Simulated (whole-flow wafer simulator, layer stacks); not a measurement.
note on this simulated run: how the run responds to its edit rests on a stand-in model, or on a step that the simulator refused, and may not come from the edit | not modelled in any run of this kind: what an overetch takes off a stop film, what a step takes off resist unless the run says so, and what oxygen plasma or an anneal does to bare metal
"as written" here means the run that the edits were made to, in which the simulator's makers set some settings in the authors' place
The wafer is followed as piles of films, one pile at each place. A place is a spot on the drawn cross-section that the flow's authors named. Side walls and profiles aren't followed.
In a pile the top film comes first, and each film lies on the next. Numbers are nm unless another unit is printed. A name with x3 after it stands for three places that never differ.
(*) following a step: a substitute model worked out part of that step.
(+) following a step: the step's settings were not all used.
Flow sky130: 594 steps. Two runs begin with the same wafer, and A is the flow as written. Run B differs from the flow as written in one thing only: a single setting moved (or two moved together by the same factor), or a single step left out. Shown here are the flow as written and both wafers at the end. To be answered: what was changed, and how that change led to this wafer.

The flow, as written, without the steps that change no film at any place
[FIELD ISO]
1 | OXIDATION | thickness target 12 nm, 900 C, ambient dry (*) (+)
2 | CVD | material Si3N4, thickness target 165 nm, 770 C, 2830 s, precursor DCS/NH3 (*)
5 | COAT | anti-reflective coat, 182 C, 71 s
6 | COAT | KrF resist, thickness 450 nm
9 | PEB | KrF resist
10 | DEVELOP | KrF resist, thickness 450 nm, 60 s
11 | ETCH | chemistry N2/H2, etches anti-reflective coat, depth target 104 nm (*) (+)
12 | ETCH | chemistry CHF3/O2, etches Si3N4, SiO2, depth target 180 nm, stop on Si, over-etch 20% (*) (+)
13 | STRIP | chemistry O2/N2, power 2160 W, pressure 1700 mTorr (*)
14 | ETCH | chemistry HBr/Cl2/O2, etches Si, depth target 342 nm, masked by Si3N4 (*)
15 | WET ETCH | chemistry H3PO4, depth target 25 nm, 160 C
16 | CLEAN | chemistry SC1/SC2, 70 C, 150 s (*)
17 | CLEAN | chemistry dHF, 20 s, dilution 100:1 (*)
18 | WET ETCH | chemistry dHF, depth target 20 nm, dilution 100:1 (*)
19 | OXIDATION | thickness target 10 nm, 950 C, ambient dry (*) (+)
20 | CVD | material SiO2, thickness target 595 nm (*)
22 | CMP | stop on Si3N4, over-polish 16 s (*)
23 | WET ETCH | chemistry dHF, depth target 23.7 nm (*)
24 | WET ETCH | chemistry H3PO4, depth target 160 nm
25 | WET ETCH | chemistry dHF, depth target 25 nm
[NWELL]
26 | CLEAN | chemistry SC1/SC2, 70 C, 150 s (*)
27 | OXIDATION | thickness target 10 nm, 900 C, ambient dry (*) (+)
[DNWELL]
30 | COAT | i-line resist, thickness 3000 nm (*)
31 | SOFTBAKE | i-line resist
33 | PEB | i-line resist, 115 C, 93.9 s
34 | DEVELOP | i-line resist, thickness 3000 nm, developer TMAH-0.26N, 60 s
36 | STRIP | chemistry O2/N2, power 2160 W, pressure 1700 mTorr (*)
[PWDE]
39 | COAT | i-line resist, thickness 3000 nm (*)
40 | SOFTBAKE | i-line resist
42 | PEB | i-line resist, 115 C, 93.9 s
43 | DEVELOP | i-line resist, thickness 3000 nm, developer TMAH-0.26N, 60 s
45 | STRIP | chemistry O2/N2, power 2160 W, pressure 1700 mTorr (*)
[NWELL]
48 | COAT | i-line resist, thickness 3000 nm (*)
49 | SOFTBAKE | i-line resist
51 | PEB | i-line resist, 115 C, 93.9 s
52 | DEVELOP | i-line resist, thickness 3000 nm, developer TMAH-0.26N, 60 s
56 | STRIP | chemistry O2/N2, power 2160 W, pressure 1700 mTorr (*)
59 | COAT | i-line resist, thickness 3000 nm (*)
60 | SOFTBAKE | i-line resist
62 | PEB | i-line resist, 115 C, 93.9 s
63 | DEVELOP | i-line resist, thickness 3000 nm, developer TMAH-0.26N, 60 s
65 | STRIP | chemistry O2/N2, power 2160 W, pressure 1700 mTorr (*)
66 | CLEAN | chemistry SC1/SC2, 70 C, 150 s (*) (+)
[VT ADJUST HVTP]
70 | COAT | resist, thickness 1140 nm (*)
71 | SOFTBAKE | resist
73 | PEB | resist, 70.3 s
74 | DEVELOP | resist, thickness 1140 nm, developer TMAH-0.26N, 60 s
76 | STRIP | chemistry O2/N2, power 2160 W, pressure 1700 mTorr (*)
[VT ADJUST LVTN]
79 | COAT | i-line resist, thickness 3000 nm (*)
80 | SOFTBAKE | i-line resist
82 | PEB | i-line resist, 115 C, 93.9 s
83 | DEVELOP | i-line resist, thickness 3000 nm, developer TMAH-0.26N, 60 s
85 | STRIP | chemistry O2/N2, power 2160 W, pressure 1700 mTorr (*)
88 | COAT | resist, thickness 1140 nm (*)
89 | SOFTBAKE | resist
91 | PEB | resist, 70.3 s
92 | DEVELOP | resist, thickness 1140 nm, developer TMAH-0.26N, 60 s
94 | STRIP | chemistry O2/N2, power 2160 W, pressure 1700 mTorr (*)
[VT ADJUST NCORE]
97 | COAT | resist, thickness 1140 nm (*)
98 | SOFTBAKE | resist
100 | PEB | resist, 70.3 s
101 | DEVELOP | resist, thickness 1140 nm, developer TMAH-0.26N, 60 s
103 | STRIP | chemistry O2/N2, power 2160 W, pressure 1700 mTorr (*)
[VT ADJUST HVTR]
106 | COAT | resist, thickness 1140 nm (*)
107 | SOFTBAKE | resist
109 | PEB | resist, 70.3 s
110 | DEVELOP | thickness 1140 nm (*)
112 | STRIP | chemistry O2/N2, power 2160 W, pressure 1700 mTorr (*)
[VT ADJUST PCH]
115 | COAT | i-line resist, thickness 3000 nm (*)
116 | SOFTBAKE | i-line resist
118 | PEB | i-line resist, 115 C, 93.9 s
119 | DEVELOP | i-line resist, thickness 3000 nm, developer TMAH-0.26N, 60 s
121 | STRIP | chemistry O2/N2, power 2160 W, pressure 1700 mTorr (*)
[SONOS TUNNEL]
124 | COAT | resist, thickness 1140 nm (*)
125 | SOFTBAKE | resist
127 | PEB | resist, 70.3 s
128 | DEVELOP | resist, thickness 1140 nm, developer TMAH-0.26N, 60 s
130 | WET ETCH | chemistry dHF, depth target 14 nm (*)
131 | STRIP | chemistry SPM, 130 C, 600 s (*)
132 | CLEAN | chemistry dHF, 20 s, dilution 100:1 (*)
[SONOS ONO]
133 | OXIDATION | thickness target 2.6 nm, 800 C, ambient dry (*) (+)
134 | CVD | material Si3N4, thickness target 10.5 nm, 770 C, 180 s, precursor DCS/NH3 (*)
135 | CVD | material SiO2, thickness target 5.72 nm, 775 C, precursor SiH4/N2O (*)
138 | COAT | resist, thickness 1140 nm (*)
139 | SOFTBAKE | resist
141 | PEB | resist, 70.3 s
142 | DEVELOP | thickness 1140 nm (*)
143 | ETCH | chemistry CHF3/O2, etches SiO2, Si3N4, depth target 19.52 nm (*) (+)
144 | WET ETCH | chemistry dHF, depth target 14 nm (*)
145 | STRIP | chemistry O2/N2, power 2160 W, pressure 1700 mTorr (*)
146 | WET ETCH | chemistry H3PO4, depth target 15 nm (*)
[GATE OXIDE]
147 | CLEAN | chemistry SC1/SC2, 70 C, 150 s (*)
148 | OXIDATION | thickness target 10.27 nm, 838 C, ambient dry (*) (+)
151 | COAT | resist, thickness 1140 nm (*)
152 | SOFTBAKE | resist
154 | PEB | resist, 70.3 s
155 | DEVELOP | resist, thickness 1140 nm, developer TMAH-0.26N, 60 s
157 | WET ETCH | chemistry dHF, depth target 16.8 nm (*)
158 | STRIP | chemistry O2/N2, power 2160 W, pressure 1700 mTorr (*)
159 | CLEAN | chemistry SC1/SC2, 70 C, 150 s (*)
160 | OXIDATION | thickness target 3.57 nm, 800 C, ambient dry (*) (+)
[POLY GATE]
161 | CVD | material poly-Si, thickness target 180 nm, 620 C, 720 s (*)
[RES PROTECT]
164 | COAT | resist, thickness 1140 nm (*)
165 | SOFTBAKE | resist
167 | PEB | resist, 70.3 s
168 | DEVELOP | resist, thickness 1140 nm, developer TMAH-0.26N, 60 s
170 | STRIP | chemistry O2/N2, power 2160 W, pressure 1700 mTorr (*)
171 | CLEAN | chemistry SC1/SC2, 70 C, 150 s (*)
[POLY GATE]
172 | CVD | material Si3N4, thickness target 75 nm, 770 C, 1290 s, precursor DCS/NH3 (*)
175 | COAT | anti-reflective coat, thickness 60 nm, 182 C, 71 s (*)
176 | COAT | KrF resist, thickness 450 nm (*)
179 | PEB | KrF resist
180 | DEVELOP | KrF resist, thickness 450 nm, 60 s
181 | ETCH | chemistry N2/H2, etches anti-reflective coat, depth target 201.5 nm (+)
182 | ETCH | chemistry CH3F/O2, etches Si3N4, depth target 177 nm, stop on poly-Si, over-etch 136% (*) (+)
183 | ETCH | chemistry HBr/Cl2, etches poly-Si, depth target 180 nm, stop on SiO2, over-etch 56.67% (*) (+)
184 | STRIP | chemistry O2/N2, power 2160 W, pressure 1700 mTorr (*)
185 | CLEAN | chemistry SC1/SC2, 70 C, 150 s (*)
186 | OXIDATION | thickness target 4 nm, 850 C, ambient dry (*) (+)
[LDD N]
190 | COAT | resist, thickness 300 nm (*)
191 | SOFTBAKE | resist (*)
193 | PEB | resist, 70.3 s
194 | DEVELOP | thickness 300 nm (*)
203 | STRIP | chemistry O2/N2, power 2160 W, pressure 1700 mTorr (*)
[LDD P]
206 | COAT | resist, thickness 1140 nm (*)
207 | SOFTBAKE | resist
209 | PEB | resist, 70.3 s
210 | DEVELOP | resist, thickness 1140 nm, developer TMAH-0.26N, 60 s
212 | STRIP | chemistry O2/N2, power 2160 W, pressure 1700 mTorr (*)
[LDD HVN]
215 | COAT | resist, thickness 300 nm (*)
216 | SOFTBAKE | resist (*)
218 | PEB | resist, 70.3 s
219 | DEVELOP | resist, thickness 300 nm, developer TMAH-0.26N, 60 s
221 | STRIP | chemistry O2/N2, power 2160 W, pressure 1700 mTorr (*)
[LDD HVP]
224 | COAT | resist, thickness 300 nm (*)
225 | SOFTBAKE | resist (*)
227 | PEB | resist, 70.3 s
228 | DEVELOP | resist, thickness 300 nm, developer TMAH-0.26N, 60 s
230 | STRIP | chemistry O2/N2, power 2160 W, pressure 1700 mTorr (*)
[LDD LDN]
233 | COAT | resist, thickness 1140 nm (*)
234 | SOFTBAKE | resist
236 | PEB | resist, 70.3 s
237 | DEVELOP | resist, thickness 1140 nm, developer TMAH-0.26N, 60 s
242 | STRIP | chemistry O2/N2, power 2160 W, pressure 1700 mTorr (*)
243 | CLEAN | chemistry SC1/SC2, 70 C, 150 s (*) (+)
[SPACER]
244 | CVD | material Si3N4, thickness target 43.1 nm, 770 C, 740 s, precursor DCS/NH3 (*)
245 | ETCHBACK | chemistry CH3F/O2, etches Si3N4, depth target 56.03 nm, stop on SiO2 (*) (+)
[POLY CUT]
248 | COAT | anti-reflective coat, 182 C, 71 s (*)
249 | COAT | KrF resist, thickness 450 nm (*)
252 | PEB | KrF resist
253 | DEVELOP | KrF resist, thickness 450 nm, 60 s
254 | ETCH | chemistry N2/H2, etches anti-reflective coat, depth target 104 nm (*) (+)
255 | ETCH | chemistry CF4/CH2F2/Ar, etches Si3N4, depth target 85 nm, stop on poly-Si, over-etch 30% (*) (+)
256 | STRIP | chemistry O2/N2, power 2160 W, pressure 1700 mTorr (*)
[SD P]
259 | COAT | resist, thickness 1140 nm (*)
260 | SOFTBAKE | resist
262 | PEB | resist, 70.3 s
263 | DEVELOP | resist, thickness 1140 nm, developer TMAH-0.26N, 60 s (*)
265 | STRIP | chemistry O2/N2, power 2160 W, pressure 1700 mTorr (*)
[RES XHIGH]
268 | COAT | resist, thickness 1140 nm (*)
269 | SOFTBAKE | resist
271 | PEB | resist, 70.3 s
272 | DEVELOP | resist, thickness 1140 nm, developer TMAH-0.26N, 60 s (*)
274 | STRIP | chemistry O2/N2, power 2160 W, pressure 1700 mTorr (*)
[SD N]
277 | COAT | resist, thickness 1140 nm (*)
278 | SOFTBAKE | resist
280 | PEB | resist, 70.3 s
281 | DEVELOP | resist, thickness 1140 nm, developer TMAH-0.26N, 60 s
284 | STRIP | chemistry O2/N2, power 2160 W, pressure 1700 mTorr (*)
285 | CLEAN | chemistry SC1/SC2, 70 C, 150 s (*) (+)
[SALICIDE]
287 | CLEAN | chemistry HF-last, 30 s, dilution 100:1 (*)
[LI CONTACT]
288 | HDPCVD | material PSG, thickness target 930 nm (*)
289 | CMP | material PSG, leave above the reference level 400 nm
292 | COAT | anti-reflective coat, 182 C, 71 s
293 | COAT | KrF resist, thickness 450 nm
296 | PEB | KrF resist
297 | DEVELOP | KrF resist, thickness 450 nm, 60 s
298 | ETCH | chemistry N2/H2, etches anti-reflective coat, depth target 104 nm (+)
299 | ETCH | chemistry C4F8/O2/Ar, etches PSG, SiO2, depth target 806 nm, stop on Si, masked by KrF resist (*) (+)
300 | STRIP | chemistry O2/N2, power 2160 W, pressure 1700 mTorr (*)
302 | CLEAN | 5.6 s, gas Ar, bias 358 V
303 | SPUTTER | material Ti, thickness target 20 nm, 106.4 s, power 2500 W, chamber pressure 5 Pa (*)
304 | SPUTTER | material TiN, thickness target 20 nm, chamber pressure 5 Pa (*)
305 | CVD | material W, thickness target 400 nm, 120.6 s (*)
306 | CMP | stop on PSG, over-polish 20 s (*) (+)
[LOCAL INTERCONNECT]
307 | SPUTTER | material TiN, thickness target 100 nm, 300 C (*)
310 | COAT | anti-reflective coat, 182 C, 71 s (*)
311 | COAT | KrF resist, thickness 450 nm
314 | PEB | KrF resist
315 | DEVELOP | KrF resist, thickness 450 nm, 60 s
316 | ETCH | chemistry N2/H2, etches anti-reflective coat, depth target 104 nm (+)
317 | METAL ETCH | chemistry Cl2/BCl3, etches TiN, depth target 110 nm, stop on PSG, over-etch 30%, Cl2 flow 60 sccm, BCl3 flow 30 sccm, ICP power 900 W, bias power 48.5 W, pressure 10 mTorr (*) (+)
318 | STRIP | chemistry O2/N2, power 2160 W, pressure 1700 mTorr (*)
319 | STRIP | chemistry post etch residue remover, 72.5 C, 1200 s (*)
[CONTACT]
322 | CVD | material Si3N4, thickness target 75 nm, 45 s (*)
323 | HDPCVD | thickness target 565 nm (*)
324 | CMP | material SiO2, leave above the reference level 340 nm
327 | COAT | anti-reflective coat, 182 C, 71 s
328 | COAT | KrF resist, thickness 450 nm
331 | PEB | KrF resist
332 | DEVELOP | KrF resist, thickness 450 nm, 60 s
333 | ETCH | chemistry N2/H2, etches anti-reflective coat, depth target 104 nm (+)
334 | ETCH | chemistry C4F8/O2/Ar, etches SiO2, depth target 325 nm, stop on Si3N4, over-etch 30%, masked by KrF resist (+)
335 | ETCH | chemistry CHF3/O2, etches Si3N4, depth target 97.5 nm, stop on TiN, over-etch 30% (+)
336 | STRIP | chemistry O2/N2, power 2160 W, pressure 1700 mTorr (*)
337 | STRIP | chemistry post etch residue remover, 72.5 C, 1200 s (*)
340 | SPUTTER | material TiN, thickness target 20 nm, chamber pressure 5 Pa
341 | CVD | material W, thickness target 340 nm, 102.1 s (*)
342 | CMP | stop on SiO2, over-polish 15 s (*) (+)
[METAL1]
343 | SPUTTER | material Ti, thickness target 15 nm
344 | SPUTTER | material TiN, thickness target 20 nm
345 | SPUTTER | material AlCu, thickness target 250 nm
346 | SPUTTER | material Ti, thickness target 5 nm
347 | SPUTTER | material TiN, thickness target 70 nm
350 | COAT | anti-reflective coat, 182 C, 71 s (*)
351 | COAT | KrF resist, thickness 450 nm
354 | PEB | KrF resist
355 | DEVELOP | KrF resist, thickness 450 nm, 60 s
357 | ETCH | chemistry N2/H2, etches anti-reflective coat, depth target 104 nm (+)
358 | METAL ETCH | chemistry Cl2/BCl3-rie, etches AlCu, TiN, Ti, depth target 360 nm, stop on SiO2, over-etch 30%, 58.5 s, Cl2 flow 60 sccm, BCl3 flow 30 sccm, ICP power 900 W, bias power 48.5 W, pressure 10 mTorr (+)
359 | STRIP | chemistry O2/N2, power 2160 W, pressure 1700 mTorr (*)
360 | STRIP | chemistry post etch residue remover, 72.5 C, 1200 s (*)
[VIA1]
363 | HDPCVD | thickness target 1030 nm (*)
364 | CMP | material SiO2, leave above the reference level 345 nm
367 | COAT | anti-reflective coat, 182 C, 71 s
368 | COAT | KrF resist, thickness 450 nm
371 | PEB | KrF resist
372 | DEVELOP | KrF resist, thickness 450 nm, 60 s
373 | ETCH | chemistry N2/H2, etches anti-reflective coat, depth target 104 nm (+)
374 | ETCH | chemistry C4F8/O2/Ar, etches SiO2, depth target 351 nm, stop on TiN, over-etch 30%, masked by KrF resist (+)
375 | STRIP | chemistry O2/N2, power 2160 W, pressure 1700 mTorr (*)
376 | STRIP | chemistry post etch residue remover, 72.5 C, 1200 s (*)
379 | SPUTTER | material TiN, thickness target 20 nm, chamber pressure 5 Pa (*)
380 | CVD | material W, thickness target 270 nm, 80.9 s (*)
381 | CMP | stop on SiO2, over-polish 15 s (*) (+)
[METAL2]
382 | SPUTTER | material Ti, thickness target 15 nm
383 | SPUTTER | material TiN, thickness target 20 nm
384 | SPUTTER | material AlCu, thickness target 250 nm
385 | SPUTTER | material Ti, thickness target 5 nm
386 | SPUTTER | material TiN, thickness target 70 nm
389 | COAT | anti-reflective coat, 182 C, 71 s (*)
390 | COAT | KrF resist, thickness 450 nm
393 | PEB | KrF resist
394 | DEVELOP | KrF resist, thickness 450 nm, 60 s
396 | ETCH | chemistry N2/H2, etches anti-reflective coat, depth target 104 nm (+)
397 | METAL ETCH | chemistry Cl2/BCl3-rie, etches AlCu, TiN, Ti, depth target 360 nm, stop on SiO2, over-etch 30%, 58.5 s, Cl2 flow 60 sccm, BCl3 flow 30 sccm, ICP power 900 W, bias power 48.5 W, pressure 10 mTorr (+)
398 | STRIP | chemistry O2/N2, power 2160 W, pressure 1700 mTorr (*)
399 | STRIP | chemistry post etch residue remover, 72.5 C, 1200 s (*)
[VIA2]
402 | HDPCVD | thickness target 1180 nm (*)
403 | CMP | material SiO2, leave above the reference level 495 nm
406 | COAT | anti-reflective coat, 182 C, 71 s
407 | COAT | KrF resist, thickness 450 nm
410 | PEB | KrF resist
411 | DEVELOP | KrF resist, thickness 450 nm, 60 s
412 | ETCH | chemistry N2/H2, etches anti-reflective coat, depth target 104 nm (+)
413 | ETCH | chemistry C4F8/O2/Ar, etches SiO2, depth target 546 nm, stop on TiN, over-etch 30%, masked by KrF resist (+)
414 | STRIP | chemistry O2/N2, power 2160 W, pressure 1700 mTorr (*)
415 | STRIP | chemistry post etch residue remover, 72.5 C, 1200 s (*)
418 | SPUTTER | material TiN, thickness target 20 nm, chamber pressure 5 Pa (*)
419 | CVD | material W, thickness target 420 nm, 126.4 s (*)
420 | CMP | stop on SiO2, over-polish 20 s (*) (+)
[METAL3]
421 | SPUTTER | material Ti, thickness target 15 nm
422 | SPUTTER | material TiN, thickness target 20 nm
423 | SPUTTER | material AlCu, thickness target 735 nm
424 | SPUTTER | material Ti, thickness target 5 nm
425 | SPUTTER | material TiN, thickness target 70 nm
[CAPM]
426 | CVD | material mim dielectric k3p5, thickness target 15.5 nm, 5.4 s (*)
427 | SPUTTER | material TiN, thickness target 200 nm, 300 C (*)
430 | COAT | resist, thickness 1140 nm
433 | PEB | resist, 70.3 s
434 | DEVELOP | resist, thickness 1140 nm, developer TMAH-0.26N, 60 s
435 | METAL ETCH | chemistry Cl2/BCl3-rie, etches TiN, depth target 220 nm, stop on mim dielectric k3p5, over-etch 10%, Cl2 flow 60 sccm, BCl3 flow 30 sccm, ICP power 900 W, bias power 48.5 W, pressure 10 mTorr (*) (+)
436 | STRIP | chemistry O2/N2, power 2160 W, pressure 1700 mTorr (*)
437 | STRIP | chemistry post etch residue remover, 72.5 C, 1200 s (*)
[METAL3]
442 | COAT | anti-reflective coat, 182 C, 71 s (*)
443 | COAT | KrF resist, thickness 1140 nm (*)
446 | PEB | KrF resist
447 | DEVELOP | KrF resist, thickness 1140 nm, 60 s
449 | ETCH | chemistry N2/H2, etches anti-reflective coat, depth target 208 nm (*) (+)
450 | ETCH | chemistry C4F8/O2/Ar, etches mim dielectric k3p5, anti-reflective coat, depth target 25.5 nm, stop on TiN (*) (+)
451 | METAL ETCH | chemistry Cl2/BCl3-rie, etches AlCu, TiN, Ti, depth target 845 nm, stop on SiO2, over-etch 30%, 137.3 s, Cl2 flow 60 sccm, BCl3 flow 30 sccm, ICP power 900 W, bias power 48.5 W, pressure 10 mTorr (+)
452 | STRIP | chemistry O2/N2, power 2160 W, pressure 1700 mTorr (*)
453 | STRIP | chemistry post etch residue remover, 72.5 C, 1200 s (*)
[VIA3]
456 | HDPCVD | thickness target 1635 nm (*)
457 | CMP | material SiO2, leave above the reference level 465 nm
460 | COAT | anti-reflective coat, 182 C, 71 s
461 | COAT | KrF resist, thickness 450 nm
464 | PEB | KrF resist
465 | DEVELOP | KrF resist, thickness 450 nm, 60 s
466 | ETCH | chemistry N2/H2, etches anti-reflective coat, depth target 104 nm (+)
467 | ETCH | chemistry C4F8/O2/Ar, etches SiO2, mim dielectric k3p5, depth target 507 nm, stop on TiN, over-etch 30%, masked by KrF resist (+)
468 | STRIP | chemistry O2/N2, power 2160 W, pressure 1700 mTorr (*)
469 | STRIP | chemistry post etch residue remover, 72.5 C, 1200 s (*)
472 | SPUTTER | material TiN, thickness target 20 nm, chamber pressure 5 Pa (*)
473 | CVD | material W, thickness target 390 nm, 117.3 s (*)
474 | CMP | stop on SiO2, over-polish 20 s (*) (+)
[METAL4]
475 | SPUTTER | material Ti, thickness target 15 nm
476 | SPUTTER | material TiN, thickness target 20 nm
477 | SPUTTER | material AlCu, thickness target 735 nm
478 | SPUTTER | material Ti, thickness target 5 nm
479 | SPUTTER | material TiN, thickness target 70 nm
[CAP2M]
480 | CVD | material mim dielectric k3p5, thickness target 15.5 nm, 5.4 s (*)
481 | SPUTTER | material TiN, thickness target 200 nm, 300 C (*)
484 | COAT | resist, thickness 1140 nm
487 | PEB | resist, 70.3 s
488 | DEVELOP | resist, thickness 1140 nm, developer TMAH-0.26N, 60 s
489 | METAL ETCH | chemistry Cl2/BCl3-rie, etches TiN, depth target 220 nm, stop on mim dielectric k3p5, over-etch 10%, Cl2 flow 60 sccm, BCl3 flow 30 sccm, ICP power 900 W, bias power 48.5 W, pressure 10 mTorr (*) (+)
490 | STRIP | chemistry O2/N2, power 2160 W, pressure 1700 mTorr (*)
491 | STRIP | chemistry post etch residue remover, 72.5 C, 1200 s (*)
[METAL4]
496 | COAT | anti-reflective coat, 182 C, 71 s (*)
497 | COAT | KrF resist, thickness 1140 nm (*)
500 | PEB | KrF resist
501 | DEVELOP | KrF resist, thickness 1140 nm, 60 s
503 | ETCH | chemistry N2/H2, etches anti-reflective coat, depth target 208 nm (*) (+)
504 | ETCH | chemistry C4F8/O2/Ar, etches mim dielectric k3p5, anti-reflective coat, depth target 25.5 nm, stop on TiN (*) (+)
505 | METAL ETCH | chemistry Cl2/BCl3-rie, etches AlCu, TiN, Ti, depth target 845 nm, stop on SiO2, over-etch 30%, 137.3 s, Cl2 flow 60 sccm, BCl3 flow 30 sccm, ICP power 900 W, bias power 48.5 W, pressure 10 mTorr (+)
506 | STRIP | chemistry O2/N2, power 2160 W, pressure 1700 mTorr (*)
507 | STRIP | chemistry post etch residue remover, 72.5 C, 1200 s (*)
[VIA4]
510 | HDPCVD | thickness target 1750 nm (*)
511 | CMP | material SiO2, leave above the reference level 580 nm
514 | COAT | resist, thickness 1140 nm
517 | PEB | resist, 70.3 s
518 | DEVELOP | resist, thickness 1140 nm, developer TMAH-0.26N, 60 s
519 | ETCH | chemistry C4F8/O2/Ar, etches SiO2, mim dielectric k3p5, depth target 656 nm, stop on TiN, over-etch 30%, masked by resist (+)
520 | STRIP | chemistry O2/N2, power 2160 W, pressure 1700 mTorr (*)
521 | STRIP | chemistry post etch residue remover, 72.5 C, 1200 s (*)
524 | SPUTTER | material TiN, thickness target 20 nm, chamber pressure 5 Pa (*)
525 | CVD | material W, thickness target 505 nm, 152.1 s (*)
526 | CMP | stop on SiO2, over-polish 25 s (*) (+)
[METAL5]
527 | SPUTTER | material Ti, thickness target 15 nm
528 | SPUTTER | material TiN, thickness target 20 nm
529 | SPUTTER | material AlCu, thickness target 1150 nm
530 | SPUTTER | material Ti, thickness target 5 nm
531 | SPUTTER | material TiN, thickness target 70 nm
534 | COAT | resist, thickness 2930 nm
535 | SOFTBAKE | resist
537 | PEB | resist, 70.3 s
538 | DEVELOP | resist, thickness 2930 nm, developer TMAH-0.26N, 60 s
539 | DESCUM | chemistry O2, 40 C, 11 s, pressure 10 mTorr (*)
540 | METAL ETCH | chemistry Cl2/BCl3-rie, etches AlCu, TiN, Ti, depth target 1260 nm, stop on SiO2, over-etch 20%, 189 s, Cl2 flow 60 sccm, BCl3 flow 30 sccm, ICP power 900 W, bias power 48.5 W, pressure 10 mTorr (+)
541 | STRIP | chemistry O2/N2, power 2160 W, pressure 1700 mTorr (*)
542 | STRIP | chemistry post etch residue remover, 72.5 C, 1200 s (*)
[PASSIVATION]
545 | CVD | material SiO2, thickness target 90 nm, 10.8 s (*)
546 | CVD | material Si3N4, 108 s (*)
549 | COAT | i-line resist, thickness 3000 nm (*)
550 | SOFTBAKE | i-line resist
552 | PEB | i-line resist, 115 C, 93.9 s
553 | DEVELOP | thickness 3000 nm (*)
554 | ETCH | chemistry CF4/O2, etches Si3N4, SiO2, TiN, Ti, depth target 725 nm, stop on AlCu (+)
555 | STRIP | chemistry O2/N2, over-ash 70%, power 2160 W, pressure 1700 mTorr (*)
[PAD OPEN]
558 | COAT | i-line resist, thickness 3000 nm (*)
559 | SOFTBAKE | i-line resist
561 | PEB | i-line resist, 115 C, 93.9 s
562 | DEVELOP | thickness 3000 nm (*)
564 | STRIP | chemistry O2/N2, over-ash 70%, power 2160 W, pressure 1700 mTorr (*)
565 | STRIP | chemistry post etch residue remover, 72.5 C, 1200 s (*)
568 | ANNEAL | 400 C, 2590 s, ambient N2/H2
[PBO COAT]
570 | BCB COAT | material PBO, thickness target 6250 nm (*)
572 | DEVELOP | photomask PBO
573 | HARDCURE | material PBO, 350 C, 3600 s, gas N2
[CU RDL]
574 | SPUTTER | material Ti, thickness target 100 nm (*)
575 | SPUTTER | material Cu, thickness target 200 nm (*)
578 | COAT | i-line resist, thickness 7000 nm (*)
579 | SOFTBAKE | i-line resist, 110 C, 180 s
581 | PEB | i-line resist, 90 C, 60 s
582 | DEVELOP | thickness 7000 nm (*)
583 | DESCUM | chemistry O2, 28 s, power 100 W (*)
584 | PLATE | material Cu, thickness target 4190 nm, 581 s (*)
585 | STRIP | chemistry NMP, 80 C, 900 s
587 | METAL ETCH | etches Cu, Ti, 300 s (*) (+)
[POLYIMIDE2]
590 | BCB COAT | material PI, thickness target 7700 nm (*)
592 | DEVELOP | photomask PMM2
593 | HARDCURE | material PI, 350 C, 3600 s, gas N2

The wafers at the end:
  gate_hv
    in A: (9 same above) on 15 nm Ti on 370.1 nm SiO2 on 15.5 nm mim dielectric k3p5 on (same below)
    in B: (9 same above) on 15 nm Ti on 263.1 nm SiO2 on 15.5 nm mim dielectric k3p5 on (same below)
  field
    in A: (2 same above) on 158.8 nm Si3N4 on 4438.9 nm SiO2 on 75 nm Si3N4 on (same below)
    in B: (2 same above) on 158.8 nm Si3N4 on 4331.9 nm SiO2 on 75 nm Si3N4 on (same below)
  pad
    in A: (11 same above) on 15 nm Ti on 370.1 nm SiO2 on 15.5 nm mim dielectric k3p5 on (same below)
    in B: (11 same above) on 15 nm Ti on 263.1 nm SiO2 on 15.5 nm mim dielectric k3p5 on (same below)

Cause: step 457, CMP: leave above the reference level 358 nm was run, whereas the flow has leave above the reference level 465 nm.

The path from the change to this, step by step:
  457 | CMP | material SiO2, leave above the reference level 465 nm
      n_well, p_well, gate_hv and 99 more: A SiO2 loses 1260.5 | B SiO2 loses 1367.5
      field, active, gate and 82 more: A SiO2 loses 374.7 | B SiO2 loses 481.7
      (also at 5 further places)
  467 | ETCH | chemistry C4F8/O2/Ar, etches SiO2, mim dielectric k3p5, depth target 507 nm, stop on TiN, over-etch 30%, masked by KrF resist (+)
      field, active, n_well and 187 more: A KrF resist loses 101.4 | B KrF resist loses 73.6
      m1: A SiO2 loses 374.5 (all of it), mim dielectric k3p5 loses 15.5 (all of it) | B SiO2 loses 267.5 (all of it), mim dielectric k3p5 loses 15.5 (all of it)
      (also at 1 further place)
  468 | STRIP | chemistry O2/N2, power 2160 W, pressure 1700 mTorr (*)
      field, active, n_well and 187 more: A KrF resist loses 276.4 (all of it), anti-reflective coat loses 80 (all of it) | B KrF resist loses 304.2 (all of it), anti-reflective coat loses 80 (all of it)
  472 | SPUTTER | material TiN, thickness target 20 nm, chamber pressure 5 Pa (*)
      m1, via3_hole: A TiN gains 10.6 | B TiN gains 12.1
  473 | CVD | material W, thickness target 390 nm, 117.3 s (*)
      m1: A W gains 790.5 (new film) | B W gains 681.9 (new film)
      via3_hole: A W gains 789.9 (new film) | B W gains 681.3 (new film)
